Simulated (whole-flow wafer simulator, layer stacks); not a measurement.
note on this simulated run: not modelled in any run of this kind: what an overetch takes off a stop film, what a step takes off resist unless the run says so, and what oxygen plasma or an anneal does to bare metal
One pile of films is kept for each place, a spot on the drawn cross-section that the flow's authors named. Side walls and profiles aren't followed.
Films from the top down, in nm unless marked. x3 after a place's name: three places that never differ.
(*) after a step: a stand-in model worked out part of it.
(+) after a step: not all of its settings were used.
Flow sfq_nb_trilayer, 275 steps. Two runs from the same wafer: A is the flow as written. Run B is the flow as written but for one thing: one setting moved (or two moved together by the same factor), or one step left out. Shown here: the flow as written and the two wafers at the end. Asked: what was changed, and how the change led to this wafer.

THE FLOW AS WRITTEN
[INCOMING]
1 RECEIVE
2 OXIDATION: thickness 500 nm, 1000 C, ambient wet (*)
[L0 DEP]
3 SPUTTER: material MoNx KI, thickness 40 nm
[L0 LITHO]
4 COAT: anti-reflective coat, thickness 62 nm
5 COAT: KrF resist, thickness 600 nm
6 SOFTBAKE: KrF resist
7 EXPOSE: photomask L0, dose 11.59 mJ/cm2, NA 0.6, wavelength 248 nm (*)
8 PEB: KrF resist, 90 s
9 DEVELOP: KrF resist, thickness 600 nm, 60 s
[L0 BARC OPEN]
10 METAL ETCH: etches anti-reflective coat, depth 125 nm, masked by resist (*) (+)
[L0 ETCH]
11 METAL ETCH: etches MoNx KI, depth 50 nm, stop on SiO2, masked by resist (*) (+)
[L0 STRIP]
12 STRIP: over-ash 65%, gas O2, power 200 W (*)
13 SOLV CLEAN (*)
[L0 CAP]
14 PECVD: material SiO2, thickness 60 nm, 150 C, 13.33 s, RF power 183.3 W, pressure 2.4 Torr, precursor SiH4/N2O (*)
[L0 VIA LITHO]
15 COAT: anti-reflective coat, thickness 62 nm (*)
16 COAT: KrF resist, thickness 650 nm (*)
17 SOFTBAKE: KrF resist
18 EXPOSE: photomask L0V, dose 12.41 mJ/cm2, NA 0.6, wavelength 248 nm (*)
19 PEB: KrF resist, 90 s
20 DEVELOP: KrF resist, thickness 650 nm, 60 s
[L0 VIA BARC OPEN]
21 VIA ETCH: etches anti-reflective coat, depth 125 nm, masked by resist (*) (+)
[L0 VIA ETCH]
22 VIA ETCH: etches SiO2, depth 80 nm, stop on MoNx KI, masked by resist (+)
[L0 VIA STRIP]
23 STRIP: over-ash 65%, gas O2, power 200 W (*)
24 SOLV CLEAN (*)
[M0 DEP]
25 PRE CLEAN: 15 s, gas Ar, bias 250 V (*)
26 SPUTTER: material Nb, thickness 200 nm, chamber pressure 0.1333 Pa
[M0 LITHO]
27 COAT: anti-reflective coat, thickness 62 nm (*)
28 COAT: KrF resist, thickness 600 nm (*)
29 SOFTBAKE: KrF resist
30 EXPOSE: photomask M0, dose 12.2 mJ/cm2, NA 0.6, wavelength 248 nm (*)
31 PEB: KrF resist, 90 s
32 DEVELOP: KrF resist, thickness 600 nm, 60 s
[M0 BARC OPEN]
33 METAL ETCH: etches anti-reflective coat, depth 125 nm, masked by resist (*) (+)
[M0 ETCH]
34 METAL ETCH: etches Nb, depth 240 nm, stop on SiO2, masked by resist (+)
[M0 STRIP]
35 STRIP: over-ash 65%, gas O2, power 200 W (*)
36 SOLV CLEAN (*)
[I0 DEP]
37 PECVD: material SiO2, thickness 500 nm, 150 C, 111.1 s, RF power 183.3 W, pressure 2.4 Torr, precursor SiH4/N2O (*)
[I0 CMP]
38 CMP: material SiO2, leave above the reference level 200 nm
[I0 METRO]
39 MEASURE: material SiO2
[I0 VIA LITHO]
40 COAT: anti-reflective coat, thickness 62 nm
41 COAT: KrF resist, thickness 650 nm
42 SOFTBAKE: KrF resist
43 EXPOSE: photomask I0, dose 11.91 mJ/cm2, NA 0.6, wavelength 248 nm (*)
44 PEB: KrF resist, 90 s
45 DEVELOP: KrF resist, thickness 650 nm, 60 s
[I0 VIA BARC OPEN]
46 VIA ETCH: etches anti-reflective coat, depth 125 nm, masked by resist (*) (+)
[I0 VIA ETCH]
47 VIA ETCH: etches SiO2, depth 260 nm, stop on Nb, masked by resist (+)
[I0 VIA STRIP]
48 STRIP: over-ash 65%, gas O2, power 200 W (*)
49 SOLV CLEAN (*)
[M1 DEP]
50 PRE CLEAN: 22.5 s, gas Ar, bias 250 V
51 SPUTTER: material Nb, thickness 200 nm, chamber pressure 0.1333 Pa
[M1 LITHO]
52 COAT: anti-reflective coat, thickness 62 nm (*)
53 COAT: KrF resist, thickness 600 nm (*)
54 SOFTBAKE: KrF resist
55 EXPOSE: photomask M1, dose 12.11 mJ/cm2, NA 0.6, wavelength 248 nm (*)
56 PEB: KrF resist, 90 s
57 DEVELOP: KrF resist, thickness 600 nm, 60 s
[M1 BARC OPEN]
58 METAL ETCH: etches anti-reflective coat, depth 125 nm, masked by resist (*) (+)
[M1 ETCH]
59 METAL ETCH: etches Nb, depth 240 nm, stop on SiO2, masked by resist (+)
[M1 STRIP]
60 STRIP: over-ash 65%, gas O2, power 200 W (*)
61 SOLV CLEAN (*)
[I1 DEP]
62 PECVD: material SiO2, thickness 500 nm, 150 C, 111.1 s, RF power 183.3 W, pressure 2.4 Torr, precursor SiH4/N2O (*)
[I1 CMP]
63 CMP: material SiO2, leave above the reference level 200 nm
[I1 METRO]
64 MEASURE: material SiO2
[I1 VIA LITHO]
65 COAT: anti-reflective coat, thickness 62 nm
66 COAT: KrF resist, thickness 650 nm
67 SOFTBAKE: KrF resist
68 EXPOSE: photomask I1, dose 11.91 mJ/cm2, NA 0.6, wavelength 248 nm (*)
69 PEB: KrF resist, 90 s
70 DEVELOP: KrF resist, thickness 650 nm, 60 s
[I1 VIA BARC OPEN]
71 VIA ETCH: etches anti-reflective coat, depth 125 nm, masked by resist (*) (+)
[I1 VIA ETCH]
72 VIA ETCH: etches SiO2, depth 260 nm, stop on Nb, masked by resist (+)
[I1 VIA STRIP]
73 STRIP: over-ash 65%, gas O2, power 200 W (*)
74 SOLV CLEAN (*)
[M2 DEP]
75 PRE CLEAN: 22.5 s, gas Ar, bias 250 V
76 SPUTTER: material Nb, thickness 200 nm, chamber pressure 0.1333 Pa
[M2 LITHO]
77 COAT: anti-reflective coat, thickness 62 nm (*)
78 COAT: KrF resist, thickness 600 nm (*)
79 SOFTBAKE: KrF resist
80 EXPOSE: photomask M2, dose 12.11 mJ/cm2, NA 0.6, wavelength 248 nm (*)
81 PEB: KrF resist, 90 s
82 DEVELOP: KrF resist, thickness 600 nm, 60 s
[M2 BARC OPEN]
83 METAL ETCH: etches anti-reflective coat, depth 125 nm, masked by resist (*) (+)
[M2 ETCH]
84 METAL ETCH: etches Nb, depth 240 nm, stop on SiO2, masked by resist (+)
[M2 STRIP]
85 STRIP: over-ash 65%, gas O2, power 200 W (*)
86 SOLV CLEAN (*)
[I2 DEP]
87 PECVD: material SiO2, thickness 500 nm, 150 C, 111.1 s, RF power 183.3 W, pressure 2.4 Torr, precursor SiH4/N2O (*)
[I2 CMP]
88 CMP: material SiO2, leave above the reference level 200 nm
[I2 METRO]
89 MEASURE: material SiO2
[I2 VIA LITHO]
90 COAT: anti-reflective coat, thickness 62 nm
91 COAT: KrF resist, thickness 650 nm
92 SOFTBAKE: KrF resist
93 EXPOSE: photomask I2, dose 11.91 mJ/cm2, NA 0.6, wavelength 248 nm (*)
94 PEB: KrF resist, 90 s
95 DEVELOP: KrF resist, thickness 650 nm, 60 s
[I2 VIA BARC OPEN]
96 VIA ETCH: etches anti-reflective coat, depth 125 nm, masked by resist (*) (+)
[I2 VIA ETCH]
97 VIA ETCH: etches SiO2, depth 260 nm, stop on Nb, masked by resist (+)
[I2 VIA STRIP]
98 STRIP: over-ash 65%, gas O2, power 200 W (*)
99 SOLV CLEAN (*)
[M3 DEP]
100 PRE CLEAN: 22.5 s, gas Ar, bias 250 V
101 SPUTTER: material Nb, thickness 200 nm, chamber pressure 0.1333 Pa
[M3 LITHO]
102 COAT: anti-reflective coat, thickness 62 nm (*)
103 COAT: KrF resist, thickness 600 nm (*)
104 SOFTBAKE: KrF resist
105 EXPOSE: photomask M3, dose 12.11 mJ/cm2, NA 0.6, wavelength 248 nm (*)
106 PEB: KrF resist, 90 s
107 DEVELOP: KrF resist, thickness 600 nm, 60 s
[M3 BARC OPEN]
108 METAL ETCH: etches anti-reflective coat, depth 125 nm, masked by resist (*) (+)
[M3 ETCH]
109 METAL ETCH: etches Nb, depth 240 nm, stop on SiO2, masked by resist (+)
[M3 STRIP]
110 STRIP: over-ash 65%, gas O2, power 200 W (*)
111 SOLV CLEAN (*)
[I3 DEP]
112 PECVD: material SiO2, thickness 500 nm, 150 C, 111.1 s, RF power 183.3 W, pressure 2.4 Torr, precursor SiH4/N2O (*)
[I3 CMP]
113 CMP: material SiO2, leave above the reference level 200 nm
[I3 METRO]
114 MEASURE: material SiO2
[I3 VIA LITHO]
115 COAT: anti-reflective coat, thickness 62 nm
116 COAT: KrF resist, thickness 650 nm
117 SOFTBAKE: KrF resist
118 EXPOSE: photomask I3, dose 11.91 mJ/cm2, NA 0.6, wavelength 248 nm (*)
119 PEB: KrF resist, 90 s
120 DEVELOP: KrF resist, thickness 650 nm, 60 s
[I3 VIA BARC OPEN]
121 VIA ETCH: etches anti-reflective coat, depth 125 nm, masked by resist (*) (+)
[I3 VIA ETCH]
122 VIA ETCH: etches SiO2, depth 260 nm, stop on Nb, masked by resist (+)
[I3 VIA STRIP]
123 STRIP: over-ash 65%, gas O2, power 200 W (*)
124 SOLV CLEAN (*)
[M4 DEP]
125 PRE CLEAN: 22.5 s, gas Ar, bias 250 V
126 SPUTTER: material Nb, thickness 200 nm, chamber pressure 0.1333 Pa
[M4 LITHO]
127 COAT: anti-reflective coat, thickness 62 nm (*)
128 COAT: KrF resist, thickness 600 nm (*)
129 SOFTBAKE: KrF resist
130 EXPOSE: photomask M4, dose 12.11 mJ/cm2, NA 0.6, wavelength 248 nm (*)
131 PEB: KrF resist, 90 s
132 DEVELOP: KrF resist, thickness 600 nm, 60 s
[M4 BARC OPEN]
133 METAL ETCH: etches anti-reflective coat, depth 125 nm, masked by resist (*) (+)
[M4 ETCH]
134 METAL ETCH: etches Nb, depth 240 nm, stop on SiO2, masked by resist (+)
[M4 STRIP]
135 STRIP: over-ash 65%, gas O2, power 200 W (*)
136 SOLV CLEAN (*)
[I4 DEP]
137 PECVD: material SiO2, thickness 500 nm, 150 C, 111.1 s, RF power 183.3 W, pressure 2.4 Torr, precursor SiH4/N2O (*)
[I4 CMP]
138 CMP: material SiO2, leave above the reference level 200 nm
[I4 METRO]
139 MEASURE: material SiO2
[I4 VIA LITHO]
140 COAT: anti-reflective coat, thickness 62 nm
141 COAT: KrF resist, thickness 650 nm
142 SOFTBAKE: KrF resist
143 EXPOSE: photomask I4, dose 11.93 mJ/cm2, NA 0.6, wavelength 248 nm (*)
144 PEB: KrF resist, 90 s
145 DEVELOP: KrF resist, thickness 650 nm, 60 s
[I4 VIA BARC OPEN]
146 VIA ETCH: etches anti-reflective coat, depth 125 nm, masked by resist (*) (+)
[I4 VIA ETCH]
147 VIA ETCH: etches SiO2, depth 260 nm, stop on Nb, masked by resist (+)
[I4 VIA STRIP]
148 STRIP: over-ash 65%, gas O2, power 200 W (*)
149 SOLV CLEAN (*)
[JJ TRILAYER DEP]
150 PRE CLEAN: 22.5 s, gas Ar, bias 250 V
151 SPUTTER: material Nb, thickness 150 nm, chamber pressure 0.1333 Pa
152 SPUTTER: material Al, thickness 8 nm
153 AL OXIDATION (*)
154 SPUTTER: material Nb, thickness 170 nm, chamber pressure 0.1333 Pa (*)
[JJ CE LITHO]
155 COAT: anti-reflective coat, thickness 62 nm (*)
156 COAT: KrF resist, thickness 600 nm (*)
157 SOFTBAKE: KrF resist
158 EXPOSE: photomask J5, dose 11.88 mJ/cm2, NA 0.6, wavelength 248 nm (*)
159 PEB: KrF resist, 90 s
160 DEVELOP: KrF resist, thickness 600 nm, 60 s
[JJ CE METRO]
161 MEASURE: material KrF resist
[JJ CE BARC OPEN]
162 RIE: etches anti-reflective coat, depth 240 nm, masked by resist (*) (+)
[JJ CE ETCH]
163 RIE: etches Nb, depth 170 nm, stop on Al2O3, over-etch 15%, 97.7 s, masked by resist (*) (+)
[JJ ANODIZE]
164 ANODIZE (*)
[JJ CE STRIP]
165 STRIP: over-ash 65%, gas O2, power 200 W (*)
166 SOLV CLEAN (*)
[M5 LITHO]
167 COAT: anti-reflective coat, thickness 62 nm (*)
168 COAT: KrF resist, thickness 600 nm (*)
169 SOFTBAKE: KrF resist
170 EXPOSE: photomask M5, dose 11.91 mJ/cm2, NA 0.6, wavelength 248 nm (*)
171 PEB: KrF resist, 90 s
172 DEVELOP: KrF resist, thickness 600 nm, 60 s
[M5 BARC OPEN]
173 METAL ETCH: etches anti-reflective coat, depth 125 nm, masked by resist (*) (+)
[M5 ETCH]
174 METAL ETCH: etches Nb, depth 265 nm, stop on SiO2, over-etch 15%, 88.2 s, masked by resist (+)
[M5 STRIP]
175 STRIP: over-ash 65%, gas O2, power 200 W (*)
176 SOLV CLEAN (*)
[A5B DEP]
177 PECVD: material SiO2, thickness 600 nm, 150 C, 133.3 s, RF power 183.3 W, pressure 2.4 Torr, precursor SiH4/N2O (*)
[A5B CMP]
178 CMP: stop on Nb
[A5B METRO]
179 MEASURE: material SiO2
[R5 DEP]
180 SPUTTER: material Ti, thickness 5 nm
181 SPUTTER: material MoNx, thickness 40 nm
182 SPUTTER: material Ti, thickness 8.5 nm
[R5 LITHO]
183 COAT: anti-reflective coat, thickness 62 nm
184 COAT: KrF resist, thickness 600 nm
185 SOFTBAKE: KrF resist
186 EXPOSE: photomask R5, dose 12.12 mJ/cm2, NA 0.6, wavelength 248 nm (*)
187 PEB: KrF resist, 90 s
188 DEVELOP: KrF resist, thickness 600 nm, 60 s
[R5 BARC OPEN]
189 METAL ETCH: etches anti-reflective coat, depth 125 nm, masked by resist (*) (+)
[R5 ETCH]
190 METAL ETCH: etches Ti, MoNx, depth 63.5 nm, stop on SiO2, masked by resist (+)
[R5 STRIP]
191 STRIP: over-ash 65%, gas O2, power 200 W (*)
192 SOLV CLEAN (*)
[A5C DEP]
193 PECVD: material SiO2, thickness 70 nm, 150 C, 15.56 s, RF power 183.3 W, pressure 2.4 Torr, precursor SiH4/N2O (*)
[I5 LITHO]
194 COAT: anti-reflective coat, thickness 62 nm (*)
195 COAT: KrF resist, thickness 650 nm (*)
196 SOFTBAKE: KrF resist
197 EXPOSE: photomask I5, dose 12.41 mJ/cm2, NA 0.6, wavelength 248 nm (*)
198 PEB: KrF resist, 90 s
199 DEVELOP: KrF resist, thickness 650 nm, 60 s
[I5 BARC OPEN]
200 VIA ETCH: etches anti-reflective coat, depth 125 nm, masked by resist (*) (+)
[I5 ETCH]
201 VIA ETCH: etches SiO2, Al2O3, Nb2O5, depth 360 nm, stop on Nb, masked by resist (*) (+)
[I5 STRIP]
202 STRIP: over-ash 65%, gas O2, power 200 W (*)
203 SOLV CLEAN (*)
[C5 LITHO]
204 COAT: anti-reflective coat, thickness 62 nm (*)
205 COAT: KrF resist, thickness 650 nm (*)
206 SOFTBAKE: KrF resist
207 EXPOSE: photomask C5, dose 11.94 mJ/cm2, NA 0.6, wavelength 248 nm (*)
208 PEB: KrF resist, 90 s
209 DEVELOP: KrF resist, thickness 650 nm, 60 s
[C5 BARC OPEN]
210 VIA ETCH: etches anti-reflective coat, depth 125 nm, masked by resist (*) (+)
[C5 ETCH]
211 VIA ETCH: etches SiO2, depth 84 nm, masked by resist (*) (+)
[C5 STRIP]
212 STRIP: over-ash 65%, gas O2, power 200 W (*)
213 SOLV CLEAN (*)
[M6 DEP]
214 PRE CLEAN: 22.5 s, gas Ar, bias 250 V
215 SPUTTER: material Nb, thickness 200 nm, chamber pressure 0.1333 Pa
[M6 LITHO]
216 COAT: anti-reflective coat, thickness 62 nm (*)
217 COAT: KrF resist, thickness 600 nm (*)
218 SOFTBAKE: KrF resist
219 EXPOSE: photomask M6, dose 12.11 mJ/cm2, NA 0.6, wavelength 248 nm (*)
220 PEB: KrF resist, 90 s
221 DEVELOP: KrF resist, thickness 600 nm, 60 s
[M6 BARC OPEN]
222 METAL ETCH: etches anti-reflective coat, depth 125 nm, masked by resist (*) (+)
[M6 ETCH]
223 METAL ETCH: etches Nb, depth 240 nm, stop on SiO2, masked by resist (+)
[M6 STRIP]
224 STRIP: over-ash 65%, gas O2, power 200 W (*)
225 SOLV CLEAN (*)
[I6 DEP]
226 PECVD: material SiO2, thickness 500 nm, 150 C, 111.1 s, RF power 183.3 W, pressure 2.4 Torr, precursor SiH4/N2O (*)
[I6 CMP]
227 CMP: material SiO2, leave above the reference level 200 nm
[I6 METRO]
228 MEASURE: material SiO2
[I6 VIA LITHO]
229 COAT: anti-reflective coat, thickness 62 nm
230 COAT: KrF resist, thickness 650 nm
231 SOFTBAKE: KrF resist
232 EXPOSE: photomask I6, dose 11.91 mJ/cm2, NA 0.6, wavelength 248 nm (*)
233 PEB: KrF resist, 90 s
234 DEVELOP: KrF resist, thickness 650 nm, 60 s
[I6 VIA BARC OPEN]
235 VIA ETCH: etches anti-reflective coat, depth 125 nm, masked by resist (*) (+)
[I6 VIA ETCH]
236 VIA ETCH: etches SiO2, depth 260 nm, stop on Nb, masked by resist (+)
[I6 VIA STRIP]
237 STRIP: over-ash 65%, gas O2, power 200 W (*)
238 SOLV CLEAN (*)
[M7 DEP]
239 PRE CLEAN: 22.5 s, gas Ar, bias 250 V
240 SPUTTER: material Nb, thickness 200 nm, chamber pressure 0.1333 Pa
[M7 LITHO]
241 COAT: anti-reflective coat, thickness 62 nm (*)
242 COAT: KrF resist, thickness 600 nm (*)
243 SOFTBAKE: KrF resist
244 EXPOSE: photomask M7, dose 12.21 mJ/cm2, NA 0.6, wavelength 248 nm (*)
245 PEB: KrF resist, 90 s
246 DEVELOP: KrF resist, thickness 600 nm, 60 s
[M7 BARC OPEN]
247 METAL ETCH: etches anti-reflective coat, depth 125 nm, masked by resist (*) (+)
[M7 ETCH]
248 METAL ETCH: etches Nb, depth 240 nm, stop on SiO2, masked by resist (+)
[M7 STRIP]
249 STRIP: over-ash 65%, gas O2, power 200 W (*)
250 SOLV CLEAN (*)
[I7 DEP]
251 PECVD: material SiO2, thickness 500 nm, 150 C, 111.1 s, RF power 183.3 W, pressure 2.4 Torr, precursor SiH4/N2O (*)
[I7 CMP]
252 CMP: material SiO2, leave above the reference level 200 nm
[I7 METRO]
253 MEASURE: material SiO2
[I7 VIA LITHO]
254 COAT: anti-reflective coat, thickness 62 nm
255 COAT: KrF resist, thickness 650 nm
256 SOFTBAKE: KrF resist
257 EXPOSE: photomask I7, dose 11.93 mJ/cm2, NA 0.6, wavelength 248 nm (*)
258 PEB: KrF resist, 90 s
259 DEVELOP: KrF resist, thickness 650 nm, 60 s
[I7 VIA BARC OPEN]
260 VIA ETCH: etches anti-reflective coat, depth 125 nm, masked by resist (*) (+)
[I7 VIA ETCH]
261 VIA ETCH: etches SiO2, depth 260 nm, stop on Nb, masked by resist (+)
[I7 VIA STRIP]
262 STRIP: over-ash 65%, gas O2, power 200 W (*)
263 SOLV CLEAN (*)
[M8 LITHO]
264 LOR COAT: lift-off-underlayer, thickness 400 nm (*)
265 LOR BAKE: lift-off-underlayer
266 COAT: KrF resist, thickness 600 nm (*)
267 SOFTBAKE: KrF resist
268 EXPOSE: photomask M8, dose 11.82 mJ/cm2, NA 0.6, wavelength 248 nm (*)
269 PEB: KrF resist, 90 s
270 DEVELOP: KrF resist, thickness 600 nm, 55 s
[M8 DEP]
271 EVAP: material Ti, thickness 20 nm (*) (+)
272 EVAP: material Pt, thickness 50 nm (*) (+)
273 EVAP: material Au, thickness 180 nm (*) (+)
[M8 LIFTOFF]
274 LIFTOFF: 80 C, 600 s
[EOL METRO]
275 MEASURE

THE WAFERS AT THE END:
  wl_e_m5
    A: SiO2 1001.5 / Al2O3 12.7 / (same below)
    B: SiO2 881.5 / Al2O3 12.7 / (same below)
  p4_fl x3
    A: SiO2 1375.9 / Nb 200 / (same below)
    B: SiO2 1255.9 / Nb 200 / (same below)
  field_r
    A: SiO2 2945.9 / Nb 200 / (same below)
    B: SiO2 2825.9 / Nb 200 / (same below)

The cause: step 240, SPUTTER: thickness 80 nm was run, where the flow has thickness 200 nm.

How the change led to this, step by step:
  240 SPUTTER: material Nb, thickness 200 nm, chamber pressure 0.1333 Pa
      field_l, v_sur, via_wl and 102 more: A Nb +200 (new film) | B Nb +80 (new film)
      via_v: A Nb +161.1 | B Nb +64.3
  241 COAT: anti-reflective coat, thickness 62 nm (*)
      via_v: A anti-reflective coat +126 (new film) | B anti-reflective coat +119.4 (new film)
  248 METAL ETCH: etches Nb, depth 240 nm, stop on SiO2, masked by resist (+)
      field_l, field_r, lsp_l and 62 more: A Nb -200 (all of it) | B Nb -80 (all of it)
      v_sur, via_wl, via_w and 38 more: A KrF resist -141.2 | B KrF resist -70.6
  249 STRIP: over-ash 65%, gas O2, power 200 W (*)
      wl_j_sl, wl_jj, wl_j_sr and 14 more: A KrF resist -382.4 (all of it), anti-reflective coat -62 (all of it) | B KrF resist -453 (all of it), anti-reflective coat -62 (all of it)
      lsp_m, ln_m6, lsp_r: A KrF resist -381.9 (all of it), anti-reflective coat -61.8 (all of it) | B KrF resist -452.6 (all of it), anti-reflective coat -61.8 (all of it)
      (and at 21 more places)
  251 PECVD: material SiO2, thickness 500 nm, 150 C, 111.1 s, RF power 183.3 W, pressure 2.4 Torr, precursor SiH4/N2O (*)
      field_r, lsp_l: A SiO2 +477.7 | B SiO2 +491.1
      l0_sur, l0v: A SiO2 +487.8 | B SiO2 +500
      (and at 3 more places)
  252 CMP: material SiO2, leave above the reference level 200 nm
      field_l, p4_fl x3, p4_w1 x9 and 46 more: A SiO2 -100 | B SiO2 -220
      field_r, lsp_l: A SiO2 -77.7 | B SiO2 -211.1
      (and at 5 more places)
